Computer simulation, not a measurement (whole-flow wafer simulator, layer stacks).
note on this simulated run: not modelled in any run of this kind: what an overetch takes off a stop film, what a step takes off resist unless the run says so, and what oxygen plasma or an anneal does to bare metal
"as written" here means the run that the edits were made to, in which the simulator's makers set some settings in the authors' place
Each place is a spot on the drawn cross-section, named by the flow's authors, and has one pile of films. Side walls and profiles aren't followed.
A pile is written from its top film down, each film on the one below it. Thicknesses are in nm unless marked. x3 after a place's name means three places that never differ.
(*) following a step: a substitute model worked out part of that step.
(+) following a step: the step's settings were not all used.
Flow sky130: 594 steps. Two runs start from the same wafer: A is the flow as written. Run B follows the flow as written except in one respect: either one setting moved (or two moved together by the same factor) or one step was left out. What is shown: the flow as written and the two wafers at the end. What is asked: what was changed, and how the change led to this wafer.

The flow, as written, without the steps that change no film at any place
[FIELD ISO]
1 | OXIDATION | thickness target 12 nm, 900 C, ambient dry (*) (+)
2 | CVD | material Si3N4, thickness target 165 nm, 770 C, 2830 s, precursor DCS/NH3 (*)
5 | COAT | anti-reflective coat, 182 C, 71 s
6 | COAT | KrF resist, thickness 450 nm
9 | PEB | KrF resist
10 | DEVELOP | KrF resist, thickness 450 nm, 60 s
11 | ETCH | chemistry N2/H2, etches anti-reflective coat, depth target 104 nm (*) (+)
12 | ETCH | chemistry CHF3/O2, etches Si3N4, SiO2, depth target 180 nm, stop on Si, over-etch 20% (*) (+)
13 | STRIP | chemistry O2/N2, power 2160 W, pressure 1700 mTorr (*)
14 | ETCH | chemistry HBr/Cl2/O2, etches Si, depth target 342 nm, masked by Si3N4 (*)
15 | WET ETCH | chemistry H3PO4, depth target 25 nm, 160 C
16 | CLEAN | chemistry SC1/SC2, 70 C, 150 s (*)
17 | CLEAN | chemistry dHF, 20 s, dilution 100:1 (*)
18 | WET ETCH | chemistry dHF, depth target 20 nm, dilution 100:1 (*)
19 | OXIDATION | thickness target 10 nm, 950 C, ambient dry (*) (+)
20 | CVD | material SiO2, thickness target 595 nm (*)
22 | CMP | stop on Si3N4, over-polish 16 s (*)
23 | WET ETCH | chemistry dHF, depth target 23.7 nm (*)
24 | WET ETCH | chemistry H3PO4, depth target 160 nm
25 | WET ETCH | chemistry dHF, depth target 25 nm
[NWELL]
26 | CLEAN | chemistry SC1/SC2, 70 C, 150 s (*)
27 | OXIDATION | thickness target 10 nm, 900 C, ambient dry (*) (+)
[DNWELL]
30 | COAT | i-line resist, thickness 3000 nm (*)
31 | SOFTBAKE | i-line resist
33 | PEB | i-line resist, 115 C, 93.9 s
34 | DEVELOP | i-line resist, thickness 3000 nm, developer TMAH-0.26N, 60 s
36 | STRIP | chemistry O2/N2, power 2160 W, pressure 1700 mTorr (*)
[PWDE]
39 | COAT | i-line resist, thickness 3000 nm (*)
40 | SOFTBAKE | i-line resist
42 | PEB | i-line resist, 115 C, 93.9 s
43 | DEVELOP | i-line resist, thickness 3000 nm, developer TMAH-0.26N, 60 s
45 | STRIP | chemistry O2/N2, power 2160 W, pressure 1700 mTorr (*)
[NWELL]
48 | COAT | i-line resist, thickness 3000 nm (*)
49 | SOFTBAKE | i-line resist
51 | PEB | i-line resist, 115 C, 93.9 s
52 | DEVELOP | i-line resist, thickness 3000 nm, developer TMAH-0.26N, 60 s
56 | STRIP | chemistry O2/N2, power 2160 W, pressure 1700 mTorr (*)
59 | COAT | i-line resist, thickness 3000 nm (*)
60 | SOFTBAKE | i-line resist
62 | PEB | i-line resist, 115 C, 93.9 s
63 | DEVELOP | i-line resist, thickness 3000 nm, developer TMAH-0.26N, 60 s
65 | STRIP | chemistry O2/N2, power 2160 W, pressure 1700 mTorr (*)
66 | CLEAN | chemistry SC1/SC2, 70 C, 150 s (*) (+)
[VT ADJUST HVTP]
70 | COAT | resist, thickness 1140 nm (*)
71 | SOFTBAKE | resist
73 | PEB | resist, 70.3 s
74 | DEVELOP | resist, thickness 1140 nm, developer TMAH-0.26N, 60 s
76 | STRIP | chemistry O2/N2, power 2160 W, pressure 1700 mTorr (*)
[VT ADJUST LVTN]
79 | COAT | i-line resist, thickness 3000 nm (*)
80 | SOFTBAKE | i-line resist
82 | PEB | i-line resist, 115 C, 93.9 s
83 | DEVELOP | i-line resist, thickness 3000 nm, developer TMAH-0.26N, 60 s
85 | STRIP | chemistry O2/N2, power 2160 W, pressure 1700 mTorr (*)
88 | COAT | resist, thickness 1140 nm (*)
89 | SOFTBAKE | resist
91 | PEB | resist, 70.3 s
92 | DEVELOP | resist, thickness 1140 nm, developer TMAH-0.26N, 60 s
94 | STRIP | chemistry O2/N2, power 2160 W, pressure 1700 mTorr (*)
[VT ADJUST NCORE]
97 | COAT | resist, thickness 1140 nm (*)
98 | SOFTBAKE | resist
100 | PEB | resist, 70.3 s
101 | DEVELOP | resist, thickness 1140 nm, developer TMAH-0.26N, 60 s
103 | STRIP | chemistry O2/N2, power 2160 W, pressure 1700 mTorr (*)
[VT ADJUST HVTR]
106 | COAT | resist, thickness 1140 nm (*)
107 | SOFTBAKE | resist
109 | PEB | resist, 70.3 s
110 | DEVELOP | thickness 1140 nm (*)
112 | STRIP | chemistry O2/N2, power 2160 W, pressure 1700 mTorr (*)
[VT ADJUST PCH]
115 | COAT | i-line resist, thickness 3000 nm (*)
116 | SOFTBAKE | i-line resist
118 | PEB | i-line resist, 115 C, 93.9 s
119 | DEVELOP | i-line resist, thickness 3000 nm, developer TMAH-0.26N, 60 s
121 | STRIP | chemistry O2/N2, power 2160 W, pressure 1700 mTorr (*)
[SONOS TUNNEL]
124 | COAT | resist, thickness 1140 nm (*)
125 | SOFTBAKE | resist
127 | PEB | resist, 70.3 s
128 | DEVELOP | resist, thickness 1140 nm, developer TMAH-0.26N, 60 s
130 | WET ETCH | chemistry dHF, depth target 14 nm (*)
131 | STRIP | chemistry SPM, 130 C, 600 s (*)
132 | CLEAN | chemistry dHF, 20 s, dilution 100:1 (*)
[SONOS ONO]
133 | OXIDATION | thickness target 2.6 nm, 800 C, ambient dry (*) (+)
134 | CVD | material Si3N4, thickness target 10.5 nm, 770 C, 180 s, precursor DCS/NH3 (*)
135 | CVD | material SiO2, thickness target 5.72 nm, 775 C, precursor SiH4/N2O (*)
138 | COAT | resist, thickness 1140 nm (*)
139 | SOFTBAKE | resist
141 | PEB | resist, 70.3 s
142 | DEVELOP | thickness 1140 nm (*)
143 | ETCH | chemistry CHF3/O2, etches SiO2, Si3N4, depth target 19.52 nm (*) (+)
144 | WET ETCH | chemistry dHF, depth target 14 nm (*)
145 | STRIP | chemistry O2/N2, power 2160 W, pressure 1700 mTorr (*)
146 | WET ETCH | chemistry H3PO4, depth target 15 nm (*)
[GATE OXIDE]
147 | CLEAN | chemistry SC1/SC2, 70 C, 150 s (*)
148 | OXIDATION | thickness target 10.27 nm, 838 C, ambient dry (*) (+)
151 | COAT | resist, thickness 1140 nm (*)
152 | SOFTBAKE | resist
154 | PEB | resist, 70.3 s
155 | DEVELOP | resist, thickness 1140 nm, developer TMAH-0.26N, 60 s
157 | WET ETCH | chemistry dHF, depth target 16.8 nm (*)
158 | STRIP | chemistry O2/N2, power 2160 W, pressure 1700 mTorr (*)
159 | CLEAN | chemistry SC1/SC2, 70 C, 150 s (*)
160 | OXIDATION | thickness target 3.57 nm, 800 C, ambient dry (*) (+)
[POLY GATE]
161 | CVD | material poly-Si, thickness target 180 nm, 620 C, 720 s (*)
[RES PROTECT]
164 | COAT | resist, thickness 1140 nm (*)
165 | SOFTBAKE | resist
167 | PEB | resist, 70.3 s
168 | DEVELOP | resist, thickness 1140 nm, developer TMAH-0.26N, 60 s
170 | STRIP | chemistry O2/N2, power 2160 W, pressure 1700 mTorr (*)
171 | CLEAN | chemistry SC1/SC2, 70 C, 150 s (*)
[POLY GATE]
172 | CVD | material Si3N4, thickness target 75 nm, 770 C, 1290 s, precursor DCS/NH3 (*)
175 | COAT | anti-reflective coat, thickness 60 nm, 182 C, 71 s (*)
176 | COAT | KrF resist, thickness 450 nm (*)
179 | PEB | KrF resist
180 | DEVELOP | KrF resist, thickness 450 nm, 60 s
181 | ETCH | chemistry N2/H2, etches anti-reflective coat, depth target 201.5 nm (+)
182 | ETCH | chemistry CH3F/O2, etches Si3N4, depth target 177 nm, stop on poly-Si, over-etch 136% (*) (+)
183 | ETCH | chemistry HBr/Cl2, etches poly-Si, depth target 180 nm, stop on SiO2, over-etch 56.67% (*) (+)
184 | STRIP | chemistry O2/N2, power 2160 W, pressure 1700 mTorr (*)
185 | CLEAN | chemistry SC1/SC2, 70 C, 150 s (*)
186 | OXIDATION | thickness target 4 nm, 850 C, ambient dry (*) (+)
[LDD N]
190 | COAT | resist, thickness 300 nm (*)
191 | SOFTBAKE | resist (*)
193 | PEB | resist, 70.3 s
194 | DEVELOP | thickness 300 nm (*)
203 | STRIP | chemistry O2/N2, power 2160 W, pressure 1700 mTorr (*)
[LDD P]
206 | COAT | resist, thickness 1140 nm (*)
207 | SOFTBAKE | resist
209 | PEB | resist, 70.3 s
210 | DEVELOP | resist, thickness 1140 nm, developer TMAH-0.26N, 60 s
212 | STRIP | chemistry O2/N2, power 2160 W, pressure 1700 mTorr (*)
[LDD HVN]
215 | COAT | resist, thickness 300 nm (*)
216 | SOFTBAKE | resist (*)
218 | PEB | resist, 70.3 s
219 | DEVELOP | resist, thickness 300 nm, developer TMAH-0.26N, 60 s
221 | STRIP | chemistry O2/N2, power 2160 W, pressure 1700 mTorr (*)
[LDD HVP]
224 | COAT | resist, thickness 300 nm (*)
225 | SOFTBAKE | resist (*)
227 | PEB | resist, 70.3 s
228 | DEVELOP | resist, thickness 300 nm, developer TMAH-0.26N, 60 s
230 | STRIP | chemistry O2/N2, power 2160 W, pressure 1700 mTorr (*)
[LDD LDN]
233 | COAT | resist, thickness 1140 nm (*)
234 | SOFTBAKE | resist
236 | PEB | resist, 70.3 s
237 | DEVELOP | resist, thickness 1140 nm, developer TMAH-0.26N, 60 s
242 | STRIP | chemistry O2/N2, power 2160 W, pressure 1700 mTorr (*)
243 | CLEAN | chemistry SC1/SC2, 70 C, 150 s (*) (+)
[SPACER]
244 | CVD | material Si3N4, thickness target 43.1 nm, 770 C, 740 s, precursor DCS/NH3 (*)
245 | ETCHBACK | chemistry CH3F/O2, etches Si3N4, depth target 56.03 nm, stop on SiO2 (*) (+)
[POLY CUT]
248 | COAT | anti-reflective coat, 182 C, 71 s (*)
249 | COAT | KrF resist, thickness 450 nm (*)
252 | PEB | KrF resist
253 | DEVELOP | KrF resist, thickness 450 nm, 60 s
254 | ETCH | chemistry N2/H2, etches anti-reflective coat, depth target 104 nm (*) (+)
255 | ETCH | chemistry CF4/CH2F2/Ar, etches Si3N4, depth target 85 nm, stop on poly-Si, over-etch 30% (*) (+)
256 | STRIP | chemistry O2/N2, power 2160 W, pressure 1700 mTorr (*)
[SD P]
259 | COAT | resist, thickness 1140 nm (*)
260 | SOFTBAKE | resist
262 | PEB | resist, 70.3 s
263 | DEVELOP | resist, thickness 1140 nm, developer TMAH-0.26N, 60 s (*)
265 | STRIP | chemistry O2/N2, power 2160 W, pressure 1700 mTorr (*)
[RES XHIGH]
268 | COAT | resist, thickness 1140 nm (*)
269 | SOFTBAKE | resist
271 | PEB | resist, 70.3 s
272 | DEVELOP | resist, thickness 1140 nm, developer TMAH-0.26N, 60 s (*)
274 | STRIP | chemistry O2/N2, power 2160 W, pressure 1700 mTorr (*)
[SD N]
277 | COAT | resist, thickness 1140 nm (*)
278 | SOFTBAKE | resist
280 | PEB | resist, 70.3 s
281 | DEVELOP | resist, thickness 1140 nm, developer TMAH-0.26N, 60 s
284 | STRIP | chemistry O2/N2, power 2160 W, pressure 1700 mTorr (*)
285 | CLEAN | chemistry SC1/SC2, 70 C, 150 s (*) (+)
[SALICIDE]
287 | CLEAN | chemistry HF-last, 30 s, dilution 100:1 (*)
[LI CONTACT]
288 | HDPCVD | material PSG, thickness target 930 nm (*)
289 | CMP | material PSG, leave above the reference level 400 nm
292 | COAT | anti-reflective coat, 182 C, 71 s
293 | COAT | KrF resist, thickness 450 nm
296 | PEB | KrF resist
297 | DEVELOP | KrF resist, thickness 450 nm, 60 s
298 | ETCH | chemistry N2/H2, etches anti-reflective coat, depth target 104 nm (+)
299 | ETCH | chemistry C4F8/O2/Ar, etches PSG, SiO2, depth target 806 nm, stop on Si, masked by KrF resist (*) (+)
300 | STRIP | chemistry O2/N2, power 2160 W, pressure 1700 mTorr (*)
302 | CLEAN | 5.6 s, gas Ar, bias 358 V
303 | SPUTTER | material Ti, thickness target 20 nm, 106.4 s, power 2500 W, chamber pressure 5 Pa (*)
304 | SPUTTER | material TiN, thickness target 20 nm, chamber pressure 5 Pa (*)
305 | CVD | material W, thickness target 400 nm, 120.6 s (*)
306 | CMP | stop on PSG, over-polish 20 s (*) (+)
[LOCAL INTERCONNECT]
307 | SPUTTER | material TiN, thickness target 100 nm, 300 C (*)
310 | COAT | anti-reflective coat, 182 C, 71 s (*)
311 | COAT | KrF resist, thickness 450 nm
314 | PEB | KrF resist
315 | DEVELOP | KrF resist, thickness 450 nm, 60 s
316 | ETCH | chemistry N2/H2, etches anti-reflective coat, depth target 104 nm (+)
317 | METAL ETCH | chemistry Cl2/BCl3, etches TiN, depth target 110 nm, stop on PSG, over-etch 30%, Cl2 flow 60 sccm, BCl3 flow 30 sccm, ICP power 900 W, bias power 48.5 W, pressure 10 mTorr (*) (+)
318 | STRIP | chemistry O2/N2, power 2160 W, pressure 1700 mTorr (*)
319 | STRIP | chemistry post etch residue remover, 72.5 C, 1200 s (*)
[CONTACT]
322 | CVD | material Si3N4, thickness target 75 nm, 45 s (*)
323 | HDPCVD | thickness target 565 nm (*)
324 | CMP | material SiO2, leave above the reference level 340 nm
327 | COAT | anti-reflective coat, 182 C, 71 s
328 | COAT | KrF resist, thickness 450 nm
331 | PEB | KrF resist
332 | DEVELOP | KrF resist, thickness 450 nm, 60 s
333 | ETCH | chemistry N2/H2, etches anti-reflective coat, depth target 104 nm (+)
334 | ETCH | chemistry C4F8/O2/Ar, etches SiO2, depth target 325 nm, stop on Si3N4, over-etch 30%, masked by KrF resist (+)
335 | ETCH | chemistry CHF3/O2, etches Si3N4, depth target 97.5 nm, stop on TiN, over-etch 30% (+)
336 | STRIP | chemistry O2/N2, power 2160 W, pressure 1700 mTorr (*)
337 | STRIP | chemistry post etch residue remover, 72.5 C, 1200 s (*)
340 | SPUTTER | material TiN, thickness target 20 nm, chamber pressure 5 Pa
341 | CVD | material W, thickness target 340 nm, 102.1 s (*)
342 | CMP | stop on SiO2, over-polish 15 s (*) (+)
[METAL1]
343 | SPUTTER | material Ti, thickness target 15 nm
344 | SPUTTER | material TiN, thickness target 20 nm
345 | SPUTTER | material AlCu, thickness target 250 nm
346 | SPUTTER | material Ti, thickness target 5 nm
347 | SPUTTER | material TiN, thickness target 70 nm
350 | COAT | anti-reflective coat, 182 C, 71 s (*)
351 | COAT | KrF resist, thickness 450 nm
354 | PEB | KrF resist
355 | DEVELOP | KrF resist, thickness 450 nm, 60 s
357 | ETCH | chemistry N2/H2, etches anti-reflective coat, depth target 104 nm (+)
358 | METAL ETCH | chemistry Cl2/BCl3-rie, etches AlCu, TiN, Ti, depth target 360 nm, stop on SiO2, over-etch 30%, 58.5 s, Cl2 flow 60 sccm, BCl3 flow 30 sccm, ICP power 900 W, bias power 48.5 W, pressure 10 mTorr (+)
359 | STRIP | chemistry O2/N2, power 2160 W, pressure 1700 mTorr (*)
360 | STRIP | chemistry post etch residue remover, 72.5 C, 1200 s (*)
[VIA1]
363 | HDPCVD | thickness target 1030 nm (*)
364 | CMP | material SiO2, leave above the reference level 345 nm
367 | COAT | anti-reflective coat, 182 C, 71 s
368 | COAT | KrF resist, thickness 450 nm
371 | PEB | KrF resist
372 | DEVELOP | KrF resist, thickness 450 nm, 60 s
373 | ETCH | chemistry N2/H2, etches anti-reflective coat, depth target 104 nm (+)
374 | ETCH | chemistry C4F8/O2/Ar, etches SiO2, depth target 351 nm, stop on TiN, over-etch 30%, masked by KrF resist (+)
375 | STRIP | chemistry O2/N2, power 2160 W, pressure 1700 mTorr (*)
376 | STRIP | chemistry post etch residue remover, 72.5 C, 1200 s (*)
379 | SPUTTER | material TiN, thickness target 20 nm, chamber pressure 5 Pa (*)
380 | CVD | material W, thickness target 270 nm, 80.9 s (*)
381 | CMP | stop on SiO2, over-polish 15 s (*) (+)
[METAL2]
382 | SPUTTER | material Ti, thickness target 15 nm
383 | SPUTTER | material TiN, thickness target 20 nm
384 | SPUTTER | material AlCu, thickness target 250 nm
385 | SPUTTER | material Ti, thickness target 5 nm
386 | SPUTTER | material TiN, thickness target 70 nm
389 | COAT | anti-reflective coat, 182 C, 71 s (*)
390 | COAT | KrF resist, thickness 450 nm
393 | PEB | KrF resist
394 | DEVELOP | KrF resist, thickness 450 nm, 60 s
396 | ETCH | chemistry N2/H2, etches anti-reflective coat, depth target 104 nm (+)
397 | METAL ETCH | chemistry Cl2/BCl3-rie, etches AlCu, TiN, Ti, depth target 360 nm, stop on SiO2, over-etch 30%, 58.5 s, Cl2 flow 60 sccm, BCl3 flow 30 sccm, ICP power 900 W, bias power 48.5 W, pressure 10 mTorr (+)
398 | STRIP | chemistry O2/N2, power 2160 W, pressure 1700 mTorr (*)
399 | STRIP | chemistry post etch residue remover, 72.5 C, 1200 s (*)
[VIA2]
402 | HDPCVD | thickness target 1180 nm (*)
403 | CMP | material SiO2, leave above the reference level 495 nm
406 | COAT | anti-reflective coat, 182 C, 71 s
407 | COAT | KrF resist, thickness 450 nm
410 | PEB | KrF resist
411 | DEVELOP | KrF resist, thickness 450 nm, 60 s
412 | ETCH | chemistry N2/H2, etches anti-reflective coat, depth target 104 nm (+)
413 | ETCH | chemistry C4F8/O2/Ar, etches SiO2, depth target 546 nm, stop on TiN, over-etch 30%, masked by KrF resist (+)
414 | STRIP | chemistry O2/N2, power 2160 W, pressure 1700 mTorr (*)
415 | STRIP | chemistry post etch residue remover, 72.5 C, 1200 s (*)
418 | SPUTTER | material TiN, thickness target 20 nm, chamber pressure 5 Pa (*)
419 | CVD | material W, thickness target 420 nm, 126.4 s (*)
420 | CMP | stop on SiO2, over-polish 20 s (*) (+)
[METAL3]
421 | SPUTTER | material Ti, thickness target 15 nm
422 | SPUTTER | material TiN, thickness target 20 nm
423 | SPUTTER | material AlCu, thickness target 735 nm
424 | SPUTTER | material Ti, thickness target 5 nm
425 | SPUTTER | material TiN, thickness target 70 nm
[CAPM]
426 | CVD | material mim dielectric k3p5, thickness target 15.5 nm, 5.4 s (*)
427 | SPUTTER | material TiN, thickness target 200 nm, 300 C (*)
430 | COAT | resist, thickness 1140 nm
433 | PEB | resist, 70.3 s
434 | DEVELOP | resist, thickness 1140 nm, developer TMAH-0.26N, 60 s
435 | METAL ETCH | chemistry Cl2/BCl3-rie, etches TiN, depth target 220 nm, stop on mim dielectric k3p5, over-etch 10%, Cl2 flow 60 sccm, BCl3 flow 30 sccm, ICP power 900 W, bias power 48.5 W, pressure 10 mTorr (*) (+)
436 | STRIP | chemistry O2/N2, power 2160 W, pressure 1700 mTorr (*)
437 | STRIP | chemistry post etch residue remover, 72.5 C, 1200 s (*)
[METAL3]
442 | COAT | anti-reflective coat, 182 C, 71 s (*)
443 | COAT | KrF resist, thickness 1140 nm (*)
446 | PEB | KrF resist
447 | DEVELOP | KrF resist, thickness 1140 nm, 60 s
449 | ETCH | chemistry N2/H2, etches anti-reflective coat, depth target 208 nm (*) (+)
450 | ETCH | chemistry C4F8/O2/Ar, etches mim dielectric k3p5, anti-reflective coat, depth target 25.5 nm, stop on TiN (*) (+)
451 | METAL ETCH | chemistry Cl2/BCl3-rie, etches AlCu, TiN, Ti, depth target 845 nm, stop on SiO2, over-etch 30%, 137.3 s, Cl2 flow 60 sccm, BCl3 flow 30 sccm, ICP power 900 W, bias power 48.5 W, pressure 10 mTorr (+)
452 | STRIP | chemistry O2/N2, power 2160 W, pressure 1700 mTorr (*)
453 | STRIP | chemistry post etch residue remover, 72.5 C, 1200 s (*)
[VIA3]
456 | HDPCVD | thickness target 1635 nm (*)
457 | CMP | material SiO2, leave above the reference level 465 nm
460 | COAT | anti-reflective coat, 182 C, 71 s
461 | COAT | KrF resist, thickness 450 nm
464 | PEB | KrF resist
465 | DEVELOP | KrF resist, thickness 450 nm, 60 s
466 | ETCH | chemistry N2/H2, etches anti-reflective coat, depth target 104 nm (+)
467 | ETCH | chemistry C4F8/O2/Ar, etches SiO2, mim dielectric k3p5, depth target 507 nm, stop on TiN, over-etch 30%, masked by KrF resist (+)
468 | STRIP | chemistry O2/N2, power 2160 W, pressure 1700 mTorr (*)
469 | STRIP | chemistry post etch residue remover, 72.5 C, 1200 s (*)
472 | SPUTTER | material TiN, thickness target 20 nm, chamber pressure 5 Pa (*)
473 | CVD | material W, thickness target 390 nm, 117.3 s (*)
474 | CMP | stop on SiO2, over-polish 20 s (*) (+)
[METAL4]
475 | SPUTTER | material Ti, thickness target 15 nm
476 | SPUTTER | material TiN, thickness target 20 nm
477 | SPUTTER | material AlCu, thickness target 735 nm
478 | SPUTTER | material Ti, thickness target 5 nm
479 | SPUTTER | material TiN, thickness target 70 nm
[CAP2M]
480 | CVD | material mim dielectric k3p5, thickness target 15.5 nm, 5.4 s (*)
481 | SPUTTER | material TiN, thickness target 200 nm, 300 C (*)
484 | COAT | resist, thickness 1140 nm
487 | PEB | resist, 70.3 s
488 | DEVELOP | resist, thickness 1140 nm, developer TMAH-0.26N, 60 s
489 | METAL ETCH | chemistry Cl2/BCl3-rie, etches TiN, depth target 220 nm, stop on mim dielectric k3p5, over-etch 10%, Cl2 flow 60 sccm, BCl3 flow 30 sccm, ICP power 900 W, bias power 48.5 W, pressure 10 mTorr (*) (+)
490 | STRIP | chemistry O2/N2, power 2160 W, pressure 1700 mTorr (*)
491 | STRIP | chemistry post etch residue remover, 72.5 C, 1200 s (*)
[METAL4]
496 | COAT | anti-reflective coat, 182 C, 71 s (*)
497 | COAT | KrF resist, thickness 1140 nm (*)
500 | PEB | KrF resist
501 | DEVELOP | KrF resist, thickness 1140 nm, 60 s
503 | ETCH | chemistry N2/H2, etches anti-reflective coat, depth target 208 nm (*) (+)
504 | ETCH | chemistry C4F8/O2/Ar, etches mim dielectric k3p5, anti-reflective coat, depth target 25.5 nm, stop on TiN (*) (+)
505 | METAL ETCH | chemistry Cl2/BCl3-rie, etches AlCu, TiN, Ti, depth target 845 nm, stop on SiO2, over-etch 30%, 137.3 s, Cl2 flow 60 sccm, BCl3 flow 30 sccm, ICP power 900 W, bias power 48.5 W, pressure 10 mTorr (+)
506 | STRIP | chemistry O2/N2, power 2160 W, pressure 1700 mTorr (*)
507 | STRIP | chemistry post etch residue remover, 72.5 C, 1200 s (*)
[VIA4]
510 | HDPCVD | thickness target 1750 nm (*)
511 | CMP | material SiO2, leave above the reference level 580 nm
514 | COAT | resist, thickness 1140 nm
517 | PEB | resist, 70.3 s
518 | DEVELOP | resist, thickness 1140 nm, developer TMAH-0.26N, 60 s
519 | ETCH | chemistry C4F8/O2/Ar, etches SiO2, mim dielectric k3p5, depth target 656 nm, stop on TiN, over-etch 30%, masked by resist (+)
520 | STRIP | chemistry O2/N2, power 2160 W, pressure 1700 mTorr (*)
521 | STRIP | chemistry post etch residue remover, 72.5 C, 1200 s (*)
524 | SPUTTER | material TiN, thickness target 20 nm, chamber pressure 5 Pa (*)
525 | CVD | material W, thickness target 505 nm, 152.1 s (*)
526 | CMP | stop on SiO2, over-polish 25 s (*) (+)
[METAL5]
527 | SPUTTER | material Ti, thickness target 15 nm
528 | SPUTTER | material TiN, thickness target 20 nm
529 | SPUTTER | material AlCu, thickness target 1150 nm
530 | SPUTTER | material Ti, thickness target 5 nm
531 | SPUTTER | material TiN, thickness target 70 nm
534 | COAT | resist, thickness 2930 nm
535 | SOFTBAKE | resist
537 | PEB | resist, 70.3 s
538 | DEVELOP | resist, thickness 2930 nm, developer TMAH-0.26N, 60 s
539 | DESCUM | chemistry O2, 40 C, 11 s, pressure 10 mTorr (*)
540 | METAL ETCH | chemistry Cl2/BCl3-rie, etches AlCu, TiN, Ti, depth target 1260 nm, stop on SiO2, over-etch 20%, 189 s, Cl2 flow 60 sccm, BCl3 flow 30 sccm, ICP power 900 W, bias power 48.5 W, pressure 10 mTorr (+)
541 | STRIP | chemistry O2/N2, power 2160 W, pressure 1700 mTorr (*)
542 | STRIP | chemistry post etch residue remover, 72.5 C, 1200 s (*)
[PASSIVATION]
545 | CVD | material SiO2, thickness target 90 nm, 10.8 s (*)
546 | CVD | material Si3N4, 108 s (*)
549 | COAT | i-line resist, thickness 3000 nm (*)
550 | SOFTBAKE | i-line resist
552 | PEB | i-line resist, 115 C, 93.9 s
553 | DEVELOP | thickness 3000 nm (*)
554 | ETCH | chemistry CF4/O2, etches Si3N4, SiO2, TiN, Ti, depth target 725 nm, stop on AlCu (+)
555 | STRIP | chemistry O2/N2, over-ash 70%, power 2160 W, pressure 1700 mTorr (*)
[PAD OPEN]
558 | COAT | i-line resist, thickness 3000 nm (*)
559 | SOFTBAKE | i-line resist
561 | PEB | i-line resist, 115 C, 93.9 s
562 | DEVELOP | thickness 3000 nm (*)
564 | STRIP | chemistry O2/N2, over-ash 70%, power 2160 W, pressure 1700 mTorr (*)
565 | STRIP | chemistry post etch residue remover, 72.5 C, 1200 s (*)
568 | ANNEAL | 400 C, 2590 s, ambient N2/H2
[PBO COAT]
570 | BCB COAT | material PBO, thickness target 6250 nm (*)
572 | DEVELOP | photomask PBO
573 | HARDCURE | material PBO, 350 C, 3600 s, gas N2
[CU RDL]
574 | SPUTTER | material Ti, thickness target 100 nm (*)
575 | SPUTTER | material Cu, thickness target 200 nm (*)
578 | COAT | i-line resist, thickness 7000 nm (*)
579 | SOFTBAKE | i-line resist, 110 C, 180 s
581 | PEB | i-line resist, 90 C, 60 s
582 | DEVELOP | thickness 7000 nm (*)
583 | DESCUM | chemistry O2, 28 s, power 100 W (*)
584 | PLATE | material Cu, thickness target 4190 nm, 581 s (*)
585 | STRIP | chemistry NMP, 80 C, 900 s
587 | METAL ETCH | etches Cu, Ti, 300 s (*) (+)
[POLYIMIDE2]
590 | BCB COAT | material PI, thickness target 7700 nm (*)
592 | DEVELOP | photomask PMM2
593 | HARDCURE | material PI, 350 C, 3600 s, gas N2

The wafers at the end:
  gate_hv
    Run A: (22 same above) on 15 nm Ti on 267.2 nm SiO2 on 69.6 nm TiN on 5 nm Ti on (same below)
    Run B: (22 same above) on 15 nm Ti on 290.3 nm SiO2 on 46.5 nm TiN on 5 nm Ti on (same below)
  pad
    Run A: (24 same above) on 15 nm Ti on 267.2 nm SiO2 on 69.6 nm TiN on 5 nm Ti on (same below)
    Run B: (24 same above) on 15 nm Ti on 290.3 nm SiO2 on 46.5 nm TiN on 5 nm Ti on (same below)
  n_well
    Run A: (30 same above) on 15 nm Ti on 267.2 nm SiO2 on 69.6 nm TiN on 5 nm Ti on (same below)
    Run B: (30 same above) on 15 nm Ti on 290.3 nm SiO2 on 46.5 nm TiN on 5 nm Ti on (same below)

What caused this: step 347, SPUTTER: thickness target 46.9 nm was run, while the flow as written has thickness target 70 nm.

The path from the change to this, step by step:
  347 | SPUTTER | material TiN, thickness target 70 nm
      field, active, n_well and 188 more: A +70 TiN (new film) | B +46.9 TiN (new film)
  358 | METAL ETCH | chemistry Cl2/BCl3-rie, etches AlCu, TiN, Ti, depth target 360 nm, stop on SiO2, over-etch 30%, 58.5 s, Cl2 flow 60 sccm, BCl3 flow 30 sccm, ICP power 900 W, bias power 48.5 W, pressure 10 mTorr (+)
      field, active, gate and 81 more: A -68.7 TiN (all of it), -5 Ti (all of it), -250 AlCu (all of it), -20 TiN (all of it), -15 Ti (all of it), -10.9 SiO2 | B -45.6 TiN (all of it), -5 Ti (all of it), -250 AlCu (all of it), -20 TiN (all of it), -15 Ti (all of it), -13.2 SiO2
  364 | CMP | material SiO2, leave above the reference level 345 nm
      n_well, p_well, gate_hv and 100 more: A -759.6 SiO2 | B -736.5 SiO2
      poly_licon, ndiff_licon, ndiff_licon_cpp, rpo_hd_licon: A -759 SiO2 | B -735.9 SiO2
  374 | ETCH | chemistry C4F8/O2/Ar, etches SiO2, depth target 351 nm, stop on TiN, over-etch 30%, masked by KrF resist (+)
      m1, via1_hole: A -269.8 SiO2 (all of it) | B -292.9 SiO2 (all of it)
  380 | CVD | material W, thickness target 270 nm, 80.9 s (*)
      m1, via1_hole: A +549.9 W (new film) | B +573.4 W (new film)
